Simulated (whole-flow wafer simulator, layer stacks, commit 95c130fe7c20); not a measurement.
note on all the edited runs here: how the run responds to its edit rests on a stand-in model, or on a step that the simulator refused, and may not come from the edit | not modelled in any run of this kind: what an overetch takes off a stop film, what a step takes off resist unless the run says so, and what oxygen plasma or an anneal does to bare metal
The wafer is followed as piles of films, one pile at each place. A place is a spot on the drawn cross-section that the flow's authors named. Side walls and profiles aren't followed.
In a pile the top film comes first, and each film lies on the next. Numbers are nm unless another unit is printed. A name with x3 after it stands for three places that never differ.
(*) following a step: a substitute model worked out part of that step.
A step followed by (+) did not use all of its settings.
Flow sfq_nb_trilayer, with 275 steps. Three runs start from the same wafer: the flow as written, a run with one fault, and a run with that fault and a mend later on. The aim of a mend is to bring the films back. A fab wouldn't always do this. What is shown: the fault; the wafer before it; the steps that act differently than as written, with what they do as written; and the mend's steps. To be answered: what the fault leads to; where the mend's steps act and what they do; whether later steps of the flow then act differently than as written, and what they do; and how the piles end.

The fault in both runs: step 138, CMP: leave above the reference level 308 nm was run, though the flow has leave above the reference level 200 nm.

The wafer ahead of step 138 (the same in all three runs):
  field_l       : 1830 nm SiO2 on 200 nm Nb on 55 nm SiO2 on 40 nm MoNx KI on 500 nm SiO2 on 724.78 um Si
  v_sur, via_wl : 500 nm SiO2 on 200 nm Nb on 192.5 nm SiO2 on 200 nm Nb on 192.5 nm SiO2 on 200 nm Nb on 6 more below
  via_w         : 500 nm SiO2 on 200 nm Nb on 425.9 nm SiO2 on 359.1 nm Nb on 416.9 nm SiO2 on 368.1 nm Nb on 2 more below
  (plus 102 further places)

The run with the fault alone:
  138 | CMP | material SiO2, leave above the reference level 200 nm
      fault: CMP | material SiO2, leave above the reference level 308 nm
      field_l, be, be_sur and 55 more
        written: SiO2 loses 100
        fault: nothing
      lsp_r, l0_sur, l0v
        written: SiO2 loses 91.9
        fault: nothing
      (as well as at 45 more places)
  Steps later in the flow that act otherwise than as written (not shown: 20 more steps that differ only slightly, by at most 2% or 0.5 nm, whichever is larger):
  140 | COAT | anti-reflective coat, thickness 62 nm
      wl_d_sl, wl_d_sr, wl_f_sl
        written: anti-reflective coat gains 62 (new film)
        fault: anti-reflective coat gains 63.4 (new film)
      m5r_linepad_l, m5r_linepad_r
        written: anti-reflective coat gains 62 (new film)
        fault: anti-reflective coat gains 65.4 (new film)
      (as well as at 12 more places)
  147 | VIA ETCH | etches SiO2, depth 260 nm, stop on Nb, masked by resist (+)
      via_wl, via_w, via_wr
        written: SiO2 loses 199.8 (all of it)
        fault: SiO2 loses 260
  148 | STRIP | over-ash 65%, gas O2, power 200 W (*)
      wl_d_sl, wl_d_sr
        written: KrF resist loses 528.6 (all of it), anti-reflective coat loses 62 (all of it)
        fault: KrF resist loses 531.7 (all of it), anti-reflective coat loses 63.4 (all of it)
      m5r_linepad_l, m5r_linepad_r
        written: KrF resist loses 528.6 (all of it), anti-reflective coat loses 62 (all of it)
        fault: KrF resist loses 527.6 (all of it), anti-reflective coat loses 65.4 (all of it)
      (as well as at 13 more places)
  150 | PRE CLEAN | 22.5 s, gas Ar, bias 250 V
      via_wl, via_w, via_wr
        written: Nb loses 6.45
        fault: SiO2 loses 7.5
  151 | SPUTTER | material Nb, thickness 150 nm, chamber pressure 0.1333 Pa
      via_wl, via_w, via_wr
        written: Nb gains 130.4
        fault: Nb gains 123.3 (new film)
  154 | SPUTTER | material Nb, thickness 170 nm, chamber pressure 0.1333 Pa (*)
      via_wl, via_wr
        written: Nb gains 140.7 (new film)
        fault: Nb gains 103.1 (new film)
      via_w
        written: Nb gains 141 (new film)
        fault: Nb gains 136 (new film)
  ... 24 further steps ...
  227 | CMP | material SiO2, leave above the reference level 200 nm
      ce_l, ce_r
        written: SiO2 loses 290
        fault: SiO2 loses 300
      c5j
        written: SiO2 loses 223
        fault: SiO2 loses 233
  By the end, the piles at field_l, v_sur, via_wl and 103 more depart from the flow's by more than 2% or 0.5 nm, whichever is larger.
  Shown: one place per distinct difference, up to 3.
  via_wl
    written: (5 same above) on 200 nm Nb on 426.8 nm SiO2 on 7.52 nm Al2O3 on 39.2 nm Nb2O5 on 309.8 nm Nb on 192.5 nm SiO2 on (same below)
    fault: (5 same above) on 200 nm Nb on 469.8 nm SiO2 on 52.6 nm Nb2O5 on 0.96 nm Al2O3 on 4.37 nm Al on 123.3 nm Nb on 40.3 nm SiO2 on 200 nm Nb on 192.5 nm SiO2 on (same below)
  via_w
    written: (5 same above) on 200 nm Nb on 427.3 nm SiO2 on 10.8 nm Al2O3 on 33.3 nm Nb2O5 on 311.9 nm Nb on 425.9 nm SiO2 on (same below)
    fault: (5 same above) on 200 nm Nb on 495.5 nm SiO2 on 10.1 nm Al2O3 on 34.7 nm Nb2O5 on 110.8 nm Nb on 40.3 nm SiO2 on 200 nm Nb on 425.9 nm SiO2 on (same below)
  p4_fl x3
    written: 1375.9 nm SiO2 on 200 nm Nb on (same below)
    fault: 1483.9 nm SiO2 on 200 nm Nb on (same below)

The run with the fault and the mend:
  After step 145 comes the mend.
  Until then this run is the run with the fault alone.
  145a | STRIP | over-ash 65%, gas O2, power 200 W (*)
      p4_fl x3, p4_w1 x3, p4_g1 x2
        KrF resist loses 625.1 (all of it), anti-reflective coat loses 62 (all of it)
      m0r_line_l, m0r_line_r, r5r_space_c, m6r_line_l, m6r_line_r, m7r_line_l, m7r_line_r
        KrF resist loses 626.5 (all of it), anti-reflective coat loses 62.2 (all of it)
      ce_r, sp_r, be_r, r_sur, res, l0r_line_r
        KrF resist loses 625.6 (all of it), anti-reflective coat loses 62.1 (all of it)
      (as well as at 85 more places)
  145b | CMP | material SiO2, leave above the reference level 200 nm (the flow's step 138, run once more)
      field_l, be, be_sur and 55 more
        SiO2 loses 100
      v_sur, via_wl, via_w and 42 more
        SiO2 loses 108
      lsp_r, l0_sur, l0v
        SiO2 loses 91.9
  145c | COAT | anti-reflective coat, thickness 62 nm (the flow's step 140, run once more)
      field_l, v_sur, via_wl and 103 more
        anti-reflective coat gains 62 (new film)
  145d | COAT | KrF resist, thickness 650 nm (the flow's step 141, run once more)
      field_l, v_sur, via_wl and 103 more
        KrF resist gains 650 (new film)
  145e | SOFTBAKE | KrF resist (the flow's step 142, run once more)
      does not change any film at any place that is followed
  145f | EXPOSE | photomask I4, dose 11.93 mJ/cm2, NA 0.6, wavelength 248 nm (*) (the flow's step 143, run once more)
      does not change any film at any place that is followed
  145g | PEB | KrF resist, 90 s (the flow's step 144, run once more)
      field_l, v_sur, via_wl and 103 more
        KrF resist loses 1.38
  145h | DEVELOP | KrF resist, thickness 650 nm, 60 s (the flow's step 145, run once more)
      field_l, v_sur, via_sp and 100 more
        KrF resist loses 23.5
      via_wl, via_w, via_wr
        KrF resist loses 648.6 (all of it)
  None of the later steps of the flow acts differently than as written at any place that is followed.
  The piles end the same as the flow's at every place that both follow.
